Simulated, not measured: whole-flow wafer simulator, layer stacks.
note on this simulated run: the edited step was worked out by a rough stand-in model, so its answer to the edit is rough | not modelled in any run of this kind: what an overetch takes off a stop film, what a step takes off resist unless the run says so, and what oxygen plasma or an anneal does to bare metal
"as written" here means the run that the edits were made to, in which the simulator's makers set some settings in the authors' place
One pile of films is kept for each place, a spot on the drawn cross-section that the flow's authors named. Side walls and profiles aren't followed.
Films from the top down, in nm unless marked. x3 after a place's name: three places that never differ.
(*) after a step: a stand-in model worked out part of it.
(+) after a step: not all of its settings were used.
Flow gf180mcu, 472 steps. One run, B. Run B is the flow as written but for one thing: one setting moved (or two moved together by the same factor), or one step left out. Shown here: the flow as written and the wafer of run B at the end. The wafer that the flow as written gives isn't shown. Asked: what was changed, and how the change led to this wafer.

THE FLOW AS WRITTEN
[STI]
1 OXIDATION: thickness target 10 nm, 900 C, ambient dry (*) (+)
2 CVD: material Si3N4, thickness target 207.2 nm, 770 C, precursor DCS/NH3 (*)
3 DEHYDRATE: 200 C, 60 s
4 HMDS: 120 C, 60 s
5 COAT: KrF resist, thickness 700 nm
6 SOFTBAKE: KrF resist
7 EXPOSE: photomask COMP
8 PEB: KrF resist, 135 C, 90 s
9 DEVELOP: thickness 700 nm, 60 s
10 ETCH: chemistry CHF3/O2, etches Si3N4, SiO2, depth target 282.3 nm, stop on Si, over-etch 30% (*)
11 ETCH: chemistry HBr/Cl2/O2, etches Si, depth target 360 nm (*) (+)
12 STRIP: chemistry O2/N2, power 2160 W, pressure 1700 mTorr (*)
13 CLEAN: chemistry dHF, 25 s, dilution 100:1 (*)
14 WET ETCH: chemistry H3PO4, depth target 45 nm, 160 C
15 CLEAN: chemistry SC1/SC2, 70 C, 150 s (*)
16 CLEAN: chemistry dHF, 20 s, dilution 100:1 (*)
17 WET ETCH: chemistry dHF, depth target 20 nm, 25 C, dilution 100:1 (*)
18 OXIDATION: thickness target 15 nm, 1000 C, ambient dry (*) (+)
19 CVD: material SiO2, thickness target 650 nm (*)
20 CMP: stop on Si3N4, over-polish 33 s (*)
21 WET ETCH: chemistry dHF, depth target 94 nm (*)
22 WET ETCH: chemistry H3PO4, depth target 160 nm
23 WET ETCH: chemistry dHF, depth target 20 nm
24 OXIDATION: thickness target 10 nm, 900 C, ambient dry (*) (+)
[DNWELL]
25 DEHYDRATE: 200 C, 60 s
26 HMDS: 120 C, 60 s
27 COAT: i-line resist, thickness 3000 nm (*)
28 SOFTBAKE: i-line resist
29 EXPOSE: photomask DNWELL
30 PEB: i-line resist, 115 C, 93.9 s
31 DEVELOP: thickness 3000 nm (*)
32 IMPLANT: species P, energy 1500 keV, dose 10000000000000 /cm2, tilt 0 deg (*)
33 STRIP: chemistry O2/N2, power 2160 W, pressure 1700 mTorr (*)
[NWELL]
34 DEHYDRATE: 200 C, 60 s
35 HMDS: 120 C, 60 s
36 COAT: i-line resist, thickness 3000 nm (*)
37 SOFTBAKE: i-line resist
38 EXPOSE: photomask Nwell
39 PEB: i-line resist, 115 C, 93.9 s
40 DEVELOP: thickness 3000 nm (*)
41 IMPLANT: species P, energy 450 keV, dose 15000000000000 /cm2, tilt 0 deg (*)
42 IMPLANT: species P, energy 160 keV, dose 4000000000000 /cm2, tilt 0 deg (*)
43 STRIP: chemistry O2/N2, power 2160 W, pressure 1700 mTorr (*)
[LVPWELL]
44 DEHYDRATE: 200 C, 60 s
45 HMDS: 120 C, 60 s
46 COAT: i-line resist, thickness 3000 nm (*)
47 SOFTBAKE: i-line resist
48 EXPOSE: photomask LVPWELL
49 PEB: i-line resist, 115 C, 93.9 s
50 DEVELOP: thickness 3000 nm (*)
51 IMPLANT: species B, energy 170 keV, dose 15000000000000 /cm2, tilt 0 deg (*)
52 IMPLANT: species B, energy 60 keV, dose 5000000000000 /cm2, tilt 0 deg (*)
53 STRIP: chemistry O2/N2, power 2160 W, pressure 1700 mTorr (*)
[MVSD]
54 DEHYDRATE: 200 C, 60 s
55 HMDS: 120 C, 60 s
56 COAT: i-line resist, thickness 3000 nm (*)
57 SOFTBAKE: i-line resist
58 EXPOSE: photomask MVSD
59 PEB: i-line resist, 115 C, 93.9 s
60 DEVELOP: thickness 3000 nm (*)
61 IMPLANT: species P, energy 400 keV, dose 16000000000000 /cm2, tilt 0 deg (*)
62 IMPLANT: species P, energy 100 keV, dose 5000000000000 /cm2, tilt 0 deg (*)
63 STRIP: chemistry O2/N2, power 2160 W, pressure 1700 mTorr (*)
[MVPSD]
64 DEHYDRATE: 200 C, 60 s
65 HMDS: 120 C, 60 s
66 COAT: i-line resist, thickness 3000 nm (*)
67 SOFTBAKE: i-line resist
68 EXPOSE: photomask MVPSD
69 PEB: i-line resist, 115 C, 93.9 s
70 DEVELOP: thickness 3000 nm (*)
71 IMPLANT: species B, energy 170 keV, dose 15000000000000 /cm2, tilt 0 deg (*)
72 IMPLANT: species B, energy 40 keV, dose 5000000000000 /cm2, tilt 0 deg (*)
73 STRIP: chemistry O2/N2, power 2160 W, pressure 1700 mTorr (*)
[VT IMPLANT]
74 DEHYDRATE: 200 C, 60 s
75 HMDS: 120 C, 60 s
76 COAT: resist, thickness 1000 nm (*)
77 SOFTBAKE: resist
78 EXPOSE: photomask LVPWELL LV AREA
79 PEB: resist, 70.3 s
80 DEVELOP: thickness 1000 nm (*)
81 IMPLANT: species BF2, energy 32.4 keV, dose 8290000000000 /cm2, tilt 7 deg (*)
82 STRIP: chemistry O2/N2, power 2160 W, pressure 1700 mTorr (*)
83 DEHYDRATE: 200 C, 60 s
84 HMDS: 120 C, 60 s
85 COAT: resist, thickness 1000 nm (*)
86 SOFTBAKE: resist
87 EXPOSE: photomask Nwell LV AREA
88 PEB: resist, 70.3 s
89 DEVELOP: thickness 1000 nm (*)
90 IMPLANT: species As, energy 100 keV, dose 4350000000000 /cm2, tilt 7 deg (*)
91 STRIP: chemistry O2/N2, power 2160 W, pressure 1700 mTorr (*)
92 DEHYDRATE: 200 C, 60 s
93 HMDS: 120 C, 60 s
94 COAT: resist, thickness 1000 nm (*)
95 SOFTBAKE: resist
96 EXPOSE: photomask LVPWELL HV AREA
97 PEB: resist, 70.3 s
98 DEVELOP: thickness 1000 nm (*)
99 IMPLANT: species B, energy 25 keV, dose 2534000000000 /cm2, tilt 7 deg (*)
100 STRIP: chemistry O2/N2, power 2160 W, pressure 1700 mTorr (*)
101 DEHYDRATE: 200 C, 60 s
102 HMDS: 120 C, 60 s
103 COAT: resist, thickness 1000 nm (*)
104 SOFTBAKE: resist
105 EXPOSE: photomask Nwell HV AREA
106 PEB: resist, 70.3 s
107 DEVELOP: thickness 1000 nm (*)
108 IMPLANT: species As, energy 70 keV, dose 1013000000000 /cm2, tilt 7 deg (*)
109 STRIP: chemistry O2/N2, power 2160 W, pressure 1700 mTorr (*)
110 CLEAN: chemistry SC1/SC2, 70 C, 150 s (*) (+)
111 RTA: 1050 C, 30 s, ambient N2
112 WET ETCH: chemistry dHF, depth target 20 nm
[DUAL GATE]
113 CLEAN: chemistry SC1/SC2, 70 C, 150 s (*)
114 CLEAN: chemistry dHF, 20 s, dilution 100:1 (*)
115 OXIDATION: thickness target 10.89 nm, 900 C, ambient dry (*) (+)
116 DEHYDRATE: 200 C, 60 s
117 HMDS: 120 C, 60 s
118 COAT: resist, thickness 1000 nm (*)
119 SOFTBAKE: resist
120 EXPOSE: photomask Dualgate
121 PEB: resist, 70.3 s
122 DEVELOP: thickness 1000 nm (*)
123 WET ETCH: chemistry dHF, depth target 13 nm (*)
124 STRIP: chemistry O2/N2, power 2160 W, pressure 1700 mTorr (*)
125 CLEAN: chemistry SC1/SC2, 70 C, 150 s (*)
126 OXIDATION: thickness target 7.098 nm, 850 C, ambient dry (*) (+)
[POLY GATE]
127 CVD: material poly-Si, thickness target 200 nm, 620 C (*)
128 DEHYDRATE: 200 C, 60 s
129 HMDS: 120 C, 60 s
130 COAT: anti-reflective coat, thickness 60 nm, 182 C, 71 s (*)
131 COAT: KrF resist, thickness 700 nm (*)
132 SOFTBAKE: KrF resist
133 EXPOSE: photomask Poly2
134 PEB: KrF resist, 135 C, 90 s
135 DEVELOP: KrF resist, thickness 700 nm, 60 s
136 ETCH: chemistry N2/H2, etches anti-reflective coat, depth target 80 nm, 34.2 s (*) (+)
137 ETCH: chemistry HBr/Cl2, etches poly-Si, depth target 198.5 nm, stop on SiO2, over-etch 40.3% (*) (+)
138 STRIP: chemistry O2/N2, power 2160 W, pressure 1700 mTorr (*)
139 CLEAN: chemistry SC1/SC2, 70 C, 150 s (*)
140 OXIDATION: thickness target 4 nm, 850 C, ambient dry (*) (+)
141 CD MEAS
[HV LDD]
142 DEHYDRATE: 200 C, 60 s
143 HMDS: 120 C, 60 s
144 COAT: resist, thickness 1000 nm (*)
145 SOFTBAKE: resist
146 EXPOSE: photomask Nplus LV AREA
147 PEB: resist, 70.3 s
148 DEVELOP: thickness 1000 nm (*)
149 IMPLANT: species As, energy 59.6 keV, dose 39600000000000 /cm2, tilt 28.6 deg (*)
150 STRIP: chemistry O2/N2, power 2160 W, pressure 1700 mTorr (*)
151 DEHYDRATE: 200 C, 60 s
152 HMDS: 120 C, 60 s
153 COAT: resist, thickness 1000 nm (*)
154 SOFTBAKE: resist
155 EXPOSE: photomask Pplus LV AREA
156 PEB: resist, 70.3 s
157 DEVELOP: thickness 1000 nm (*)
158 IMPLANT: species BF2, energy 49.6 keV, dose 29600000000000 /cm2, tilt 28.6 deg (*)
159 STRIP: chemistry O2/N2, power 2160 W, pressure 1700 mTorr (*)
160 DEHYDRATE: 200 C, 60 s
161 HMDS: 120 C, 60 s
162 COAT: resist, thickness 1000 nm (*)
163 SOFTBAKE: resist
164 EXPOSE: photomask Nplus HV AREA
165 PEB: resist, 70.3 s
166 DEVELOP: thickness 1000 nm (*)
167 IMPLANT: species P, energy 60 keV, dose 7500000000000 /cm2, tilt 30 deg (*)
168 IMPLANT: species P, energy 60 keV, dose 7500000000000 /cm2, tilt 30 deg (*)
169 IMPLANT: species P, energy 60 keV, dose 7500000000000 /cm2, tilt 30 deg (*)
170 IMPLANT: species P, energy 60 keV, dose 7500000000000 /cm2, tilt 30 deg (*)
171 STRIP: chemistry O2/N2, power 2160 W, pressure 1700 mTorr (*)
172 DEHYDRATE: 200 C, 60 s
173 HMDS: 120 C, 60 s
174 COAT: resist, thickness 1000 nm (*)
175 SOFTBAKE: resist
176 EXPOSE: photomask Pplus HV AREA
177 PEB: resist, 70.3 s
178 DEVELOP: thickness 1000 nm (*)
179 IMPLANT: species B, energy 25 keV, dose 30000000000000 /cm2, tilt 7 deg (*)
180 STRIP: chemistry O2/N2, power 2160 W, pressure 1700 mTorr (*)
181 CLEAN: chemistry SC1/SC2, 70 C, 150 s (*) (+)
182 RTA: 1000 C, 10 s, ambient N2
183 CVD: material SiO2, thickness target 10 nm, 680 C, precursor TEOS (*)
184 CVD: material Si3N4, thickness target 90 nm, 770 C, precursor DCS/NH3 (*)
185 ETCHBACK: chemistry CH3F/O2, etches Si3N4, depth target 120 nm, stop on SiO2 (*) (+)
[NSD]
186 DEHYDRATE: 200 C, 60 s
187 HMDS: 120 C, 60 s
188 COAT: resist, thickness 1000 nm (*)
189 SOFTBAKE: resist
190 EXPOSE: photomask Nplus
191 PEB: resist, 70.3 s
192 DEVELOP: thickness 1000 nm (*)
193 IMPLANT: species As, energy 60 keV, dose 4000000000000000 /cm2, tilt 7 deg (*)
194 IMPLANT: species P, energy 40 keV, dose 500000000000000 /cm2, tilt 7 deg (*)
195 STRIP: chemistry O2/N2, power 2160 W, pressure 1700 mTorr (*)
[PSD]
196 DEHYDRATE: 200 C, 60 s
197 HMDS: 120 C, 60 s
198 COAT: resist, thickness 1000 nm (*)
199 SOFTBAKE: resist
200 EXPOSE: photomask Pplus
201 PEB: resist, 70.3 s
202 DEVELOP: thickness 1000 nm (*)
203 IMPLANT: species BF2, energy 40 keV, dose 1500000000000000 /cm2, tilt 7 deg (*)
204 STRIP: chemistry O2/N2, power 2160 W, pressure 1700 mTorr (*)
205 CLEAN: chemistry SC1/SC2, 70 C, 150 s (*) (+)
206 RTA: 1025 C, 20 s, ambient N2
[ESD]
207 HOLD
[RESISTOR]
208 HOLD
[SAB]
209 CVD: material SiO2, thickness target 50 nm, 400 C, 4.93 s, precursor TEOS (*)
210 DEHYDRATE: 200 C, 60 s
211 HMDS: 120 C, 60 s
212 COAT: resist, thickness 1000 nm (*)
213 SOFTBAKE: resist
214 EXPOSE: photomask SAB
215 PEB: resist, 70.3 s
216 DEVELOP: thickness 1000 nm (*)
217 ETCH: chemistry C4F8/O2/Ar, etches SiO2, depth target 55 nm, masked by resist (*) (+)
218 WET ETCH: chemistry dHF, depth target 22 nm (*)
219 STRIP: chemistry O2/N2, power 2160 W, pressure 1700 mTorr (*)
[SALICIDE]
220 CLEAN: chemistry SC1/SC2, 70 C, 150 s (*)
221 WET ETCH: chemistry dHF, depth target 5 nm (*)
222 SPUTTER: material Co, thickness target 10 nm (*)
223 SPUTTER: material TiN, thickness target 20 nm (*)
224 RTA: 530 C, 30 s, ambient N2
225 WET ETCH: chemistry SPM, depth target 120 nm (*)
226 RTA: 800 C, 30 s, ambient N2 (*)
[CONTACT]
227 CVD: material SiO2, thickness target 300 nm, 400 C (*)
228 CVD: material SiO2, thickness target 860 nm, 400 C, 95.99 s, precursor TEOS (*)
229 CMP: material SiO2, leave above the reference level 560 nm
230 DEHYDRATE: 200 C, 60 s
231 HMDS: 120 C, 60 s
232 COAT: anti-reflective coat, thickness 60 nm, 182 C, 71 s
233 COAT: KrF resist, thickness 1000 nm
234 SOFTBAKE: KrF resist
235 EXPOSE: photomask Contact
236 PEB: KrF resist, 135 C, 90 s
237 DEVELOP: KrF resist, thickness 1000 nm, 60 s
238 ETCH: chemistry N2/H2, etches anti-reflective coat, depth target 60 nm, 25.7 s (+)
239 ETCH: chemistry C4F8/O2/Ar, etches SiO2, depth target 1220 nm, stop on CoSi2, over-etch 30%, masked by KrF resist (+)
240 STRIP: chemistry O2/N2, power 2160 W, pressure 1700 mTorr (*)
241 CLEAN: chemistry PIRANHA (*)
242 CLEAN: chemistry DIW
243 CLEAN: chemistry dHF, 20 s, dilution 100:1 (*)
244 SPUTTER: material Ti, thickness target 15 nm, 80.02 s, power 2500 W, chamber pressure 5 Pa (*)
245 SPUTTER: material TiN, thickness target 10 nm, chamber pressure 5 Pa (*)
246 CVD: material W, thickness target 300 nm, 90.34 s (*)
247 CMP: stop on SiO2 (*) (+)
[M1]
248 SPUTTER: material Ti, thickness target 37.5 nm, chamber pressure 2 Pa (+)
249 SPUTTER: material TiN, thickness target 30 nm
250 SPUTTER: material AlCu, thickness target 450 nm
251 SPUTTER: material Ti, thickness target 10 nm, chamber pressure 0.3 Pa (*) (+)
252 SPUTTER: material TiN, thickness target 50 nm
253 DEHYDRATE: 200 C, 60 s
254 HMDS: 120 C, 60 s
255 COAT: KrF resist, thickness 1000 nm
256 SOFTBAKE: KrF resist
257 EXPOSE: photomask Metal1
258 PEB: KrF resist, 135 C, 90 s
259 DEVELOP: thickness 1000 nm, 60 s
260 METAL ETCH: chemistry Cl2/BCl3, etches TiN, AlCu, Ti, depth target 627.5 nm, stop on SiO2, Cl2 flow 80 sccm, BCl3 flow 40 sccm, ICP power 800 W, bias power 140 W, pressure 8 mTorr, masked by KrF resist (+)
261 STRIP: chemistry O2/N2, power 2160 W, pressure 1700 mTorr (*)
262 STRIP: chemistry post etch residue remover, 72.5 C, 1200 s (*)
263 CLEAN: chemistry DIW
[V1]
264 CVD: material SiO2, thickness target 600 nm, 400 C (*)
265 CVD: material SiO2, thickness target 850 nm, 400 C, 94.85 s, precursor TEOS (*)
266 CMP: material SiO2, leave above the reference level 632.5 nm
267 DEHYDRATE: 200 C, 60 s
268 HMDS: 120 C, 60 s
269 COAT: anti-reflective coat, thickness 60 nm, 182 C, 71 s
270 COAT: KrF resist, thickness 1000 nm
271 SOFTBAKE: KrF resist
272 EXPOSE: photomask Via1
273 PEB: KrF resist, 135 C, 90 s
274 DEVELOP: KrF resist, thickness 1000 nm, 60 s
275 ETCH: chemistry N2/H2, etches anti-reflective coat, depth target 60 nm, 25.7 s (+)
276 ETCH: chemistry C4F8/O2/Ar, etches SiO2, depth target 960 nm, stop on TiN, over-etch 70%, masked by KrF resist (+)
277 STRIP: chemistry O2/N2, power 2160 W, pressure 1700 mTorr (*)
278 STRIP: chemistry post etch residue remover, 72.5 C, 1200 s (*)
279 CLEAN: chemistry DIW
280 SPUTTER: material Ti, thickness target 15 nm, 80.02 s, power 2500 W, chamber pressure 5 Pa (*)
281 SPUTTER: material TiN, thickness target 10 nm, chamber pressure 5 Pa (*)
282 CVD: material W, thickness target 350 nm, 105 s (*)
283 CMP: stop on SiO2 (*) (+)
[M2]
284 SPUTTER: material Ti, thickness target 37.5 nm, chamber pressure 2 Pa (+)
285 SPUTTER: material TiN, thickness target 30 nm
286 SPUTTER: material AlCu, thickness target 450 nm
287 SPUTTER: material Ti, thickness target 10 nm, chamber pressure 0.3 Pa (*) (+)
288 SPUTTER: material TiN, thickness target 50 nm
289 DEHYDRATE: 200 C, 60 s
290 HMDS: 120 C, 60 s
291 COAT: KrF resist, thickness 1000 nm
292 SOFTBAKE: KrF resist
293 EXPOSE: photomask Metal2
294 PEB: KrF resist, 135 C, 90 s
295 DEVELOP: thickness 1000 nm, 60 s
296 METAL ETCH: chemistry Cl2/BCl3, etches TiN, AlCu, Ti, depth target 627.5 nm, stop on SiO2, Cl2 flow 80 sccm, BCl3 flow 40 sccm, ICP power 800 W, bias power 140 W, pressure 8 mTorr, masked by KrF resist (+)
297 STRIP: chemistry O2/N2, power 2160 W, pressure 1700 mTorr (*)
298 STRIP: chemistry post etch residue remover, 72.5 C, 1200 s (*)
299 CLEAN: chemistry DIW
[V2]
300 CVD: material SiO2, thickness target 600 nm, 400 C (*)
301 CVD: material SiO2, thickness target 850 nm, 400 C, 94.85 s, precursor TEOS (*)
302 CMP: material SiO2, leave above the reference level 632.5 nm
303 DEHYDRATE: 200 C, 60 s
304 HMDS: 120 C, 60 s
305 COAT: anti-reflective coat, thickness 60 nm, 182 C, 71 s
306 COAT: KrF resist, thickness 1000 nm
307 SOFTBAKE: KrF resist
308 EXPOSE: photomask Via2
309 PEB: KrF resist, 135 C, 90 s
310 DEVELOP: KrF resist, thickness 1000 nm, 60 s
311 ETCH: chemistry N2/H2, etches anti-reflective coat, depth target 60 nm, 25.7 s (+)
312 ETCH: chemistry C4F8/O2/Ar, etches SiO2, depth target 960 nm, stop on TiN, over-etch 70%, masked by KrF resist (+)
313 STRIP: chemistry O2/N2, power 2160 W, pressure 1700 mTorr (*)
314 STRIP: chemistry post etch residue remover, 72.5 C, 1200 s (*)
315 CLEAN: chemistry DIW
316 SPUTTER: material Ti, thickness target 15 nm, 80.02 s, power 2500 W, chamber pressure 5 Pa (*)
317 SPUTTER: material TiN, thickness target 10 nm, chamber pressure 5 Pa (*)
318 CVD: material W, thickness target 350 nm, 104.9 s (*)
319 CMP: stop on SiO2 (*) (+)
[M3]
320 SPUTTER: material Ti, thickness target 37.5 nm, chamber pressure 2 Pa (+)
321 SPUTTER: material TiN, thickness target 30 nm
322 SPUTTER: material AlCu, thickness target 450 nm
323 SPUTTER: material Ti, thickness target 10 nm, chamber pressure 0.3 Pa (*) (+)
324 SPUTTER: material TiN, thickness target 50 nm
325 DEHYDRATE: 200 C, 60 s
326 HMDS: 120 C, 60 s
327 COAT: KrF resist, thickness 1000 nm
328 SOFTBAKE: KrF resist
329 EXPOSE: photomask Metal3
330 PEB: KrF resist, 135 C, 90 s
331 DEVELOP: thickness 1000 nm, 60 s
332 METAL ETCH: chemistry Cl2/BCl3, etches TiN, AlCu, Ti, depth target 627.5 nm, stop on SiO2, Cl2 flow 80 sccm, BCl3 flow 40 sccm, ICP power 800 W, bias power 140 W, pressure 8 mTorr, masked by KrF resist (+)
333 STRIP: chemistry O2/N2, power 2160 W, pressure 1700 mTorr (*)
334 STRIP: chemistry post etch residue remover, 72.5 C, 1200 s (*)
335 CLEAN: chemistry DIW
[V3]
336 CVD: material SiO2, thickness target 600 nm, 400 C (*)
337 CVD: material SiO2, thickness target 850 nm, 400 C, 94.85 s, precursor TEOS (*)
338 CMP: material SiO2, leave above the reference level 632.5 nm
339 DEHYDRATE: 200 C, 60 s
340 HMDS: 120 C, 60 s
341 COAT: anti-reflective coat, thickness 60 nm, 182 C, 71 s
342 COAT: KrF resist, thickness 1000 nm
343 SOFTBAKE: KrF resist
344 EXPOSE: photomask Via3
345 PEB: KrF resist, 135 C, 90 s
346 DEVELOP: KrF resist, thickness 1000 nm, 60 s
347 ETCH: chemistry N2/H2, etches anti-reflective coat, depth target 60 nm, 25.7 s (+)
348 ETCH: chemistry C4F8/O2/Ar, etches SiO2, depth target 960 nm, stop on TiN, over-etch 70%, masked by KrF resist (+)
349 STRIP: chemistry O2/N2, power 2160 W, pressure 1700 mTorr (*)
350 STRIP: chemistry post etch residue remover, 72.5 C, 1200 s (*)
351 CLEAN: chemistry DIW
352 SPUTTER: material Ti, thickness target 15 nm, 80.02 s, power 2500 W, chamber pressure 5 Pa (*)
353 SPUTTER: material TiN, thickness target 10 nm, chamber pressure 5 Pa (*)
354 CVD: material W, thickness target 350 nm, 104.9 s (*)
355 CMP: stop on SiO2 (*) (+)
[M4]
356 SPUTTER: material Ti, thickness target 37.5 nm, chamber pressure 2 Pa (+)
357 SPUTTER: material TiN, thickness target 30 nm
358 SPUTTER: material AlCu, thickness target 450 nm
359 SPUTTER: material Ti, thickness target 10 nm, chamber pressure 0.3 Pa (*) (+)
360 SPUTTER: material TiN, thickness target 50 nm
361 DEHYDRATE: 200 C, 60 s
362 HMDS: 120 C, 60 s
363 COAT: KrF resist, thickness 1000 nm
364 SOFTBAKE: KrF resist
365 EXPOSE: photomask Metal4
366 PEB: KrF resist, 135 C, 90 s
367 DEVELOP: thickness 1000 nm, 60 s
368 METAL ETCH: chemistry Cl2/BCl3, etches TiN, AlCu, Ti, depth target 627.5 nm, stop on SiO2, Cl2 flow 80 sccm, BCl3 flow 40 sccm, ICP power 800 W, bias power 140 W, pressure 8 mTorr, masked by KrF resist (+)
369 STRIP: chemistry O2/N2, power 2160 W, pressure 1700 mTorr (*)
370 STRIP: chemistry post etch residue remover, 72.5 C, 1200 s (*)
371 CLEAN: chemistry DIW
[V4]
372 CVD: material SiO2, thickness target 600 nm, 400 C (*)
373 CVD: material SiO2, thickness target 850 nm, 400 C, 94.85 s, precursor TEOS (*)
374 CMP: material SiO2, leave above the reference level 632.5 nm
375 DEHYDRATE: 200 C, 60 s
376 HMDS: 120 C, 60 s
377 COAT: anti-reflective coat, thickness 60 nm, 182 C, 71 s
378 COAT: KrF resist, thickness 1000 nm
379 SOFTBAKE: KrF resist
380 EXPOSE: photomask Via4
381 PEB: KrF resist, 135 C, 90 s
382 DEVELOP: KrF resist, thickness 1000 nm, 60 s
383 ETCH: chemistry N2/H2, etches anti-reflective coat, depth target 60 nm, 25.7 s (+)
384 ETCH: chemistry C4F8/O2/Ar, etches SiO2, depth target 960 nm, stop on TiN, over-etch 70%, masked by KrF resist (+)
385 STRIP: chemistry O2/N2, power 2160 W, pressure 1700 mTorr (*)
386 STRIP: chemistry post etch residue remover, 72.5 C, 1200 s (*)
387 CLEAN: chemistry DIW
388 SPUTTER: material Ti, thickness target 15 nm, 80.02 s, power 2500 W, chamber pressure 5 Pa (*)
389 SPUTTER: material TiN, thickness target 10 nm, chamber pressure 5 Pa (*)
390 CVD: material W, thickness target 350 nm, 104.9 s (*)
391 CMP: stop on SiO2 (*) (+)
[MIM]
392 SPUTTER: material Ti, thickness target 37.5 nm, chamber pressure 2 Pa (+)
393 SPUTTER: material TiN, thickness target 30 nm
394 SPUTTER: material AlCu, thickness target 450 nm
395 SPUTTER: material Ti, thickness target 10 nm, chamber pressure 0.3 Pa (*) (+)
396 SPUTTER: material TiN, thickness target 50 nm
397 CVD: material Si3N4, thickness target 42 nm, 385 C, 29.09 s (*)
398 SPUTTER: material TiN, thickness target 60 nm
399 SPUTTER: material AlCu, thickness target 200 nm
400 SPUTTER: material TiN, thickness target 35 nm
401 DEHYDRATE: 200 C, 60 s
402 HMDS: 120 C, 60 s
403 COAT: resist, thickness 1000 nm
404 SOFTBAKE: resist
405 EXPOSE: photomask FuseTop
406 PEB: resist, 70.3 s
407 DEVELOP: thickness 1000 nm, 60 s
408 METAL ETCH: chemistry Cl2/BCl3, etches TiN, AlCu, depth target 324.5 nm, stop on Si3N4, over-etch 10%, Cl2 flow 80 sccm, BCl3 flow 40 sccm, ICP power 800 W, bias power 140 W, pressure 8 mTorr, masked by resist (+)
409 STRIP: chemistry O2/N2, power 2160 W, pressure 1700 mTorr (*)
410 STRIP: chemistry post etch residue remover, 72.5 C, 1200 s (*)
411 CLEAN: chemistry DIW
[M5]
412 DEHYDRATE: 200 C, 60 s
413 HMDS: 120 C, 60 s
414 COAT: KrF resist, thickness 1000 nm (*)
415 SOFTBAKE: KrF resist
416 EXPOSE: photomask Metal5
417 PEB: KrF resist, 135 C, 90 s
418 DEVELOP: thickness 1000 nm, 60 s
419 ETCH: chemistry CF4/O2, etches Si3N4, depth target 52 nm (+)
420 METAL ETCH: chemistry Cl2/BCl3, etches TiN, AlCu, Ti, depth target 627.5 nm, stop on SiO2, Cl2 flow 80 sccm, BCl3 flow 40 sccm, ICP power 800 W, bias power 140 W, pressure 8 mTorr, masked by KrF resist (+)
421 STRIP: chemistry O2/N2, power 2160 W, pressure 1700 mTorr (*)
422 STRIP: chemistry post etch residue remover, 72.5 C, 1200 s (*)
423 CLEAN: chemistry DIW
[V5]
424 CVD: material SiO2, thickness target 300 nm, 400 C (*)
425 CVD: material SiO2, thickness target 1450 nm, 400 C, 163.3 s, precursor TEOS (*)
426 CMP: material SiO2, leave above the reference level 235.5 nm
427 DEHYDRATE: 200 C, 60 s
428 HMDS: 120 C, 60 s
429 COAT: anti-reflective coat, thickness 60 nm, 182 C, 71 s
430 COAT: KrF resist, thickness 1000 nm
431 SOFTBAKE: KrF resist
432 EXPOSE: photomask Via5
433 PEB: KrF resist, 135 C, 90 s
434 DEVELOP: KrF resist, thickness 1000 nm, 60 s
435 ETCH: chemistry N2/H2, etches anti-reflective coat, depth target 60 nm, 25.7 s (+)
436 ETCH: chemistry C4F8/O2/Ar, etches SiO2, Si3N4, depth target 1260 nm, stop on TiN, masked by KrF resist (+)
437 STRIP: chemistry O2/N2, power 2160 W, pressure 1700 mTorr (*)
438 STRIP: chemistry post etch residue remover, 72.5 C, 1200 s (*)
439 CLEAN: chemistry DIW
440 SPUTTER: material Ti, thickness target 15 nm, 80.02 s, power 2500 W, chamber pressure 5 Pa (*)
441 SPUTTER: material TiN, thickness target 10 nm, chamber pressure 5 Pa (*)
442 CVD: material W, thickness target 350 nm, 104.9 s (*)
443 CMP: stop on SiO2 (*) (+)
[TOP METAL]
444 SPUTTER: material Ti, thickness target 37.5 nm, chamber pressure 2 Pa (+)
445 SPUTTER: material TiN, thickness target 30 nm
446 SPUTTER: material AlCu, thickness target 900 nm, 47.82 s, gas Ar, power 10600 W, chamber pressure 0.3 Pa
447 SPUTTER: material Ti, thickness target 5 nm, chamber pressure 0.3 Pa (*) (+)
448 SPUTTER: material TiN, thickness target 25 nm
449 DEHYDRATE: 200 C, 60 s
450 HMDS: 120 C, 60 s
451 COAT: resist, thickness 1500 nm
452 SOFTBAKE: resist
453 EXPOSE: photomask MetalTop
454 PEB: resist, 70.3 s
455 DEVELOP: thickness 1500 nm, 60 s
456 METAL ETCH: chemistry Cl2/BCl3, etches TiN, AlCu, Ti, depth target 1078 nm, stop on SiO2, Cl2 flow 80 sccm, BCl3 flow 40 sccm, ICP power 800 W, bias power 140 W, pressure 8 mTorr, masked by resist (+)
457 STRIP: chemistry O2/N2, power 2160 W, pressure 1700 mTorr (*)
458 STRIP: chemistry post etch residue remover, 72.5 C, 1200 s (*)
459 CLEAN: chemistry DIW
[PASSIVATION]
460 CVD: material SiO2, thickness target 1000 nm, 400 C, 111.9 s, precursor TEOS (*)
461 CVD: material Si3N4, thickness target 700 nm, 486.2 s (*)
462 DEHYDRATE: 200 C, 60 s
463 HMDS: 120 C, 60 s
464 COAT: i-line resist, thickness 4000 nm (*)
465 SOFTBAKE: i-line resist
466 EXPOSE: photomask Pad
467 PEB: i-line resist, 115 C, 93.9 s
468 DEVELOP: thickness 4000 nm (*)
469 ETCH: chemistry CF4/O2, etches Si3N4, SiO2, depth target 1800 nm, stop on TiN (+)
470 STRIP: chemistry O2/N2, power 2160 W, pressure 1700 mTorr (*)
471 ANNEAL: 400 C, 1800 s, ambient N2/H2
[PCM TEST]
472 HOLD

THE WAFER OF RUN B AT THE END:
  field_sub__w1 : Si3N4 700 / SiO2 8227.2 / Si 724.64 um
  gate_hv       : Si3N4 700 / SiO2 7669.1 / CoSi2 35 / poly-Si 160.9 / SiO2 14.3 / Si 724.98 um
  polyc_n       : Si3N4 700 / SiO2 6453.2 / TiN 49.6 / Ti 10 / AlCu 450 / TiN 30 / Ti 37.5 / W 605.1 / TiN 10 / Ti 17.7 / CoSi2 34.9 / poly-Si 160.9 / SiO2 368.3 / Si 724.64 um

The cause: step 244, SPUTTER: 94.02 s was run, where the flow has 80.02 s.

How the change led to this, step by step:
  244 SPUTTER: material Ti, thickness target 15 nm, 80.02 s, power 2500 W, chamber pressure 5 Pa (*)
      field, field__w1, field__w2 and 107 more: Ti +17.7 (new film) (as written it would be: Ti +15 (new film))
      contact: Ti +10.1 (new film) (as written it would be: Ti +8.55 (new film))
  247 CMP: stop on SiO2 (*) (+)
      field, field__w1, field__w2 and 105 more: W -300 (all of it), TiN -10 (all of it), Ti -17.7 (all of it), SiO2 -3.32 (as written it would be: W -300 (all of it), TiN -10 (all of it), Ti -15 (all of it), SiO2 -3.29)
